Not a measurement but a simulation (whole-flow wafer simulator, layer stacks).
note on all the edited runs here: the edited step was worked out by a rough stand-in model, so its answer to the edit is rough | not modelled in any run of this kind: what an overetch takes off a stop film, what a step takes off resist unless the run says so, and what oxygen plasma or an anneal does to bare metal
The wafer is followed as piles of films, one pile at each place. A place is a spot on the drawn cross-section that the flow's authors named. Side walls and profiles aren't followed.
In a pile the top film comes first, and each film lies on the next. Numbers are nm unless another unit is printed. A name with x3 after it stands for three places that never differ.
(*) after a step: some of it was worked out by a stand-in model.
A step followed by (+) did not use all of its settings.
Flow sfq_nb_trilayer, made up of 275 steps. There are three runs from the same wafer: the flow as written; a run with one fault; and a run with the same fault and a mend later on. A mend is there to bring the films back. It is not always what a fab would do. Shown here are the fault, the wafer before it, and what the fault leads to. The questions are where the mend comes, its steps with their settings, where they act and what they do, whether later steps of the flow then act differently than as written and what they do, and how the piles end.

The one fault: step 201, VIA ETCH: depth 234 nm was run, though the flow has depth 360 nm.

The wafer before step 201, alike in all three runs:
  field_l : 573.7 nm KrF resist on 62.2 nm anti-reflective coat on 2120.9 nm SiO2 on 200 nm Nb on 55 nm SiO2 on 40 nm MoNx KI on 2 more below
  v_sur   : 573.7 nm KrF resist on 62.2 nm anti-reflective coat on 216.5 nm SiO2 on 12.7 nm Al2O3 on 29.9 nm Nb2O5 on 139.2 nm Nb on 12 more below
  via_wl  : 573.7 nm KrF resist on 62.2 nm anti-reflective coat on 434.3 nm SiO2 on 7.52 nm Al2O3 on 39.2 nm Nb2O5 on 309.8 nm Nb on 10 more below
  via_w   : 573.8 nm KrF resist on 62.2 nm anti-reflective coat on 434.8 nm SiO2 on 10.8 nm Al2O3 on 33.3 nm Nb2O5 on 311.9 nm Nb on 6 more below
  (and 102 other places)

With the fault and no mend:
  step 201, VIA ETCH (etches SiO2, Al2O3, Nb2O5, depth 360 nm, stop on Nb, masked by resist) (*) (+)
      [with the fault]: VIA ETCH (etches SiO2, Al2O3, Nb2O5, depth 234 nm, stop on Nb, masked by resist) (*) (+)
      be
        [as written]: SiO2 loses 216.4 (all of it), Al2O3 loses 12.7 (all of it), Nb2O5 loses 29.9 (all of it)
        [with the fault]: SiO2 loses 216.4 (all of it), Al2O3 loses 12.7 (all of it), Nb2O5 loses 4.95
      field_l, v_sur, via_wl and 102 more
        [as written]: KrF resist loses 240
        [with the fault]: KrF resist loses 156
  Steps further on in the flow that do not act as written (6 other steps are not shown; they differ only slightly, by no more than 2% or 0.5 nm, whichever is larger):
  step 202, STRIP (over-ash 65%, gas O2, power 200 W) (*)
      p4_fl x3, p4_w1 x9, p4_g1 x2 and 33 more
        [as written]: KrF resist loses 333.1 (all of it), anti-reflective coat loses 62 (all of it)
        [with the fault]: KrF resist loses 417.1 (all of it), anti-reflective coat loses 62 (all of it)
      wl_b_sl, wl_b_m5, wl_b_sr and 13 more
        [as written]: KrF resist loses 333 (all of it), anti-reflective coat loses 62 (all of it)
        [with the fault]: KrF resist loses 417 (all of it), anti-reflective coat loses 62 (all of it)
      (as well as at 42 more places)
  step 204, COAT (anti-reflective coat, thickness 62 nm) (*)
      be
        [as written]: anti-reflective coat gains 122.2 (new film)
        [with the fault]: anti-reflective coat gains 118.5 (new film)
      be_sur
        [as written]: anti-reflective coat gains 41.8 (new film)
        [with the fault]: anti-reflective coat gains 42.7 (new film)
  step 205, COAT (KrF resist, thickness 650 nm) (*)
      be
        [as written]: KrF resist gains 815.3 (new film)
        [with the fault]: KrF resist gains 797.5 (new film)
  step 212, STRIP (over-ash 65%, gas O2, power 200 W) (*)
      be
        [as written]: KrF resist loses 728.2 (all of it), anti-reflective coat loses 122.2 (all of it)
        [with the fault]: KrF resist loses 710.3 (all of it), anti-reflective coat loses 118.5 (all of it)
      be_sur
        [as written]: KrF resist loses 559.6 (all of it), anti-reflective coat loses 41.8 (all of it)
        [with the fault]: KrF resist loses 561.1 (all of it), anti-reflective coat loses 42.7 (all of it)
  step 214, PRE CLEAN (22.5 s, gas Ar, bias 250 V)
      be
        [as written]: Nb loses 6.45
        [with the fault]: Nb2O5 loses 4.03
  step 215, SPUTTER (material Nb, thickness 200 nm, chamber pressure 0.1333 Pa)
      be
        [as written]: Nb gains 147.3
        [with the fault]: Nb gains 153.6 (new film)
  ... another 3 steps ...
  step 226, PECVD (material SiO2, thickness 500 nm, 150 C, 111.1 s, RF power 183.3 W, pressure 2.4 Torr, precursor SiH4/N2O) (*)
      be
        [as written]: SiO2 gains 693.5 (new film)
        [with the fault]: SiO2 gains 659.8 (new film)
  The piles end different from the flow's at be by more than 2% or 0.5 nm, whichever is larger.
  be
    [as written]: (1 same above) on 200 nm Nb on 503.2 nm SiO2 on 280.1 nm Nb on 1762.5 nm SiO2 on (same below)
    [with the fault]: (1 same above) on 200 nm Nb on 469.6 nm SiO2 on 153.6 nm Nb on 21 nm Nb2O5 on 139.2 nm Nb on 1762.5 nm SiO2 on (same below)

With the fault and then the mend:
  After step 201 comes the mend.
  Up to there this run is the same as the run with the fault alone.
  step 201a, VIA ETCH (etches SiO2, Al2O3, Nb2O5, depth 126 nm, stop on Nb, masked by resist) (*) (+) (the flow's step 201 again, with other settings)
      field_l, v_sur, via_wl and 102 more
        KrF resist loses 84
      be
        Nb2O5 loses 25 (all of it)
  None of the later steps of the flow acts differently than as written at any place that is followed.
  At every place that both follow, the piles at the end match the flow's.
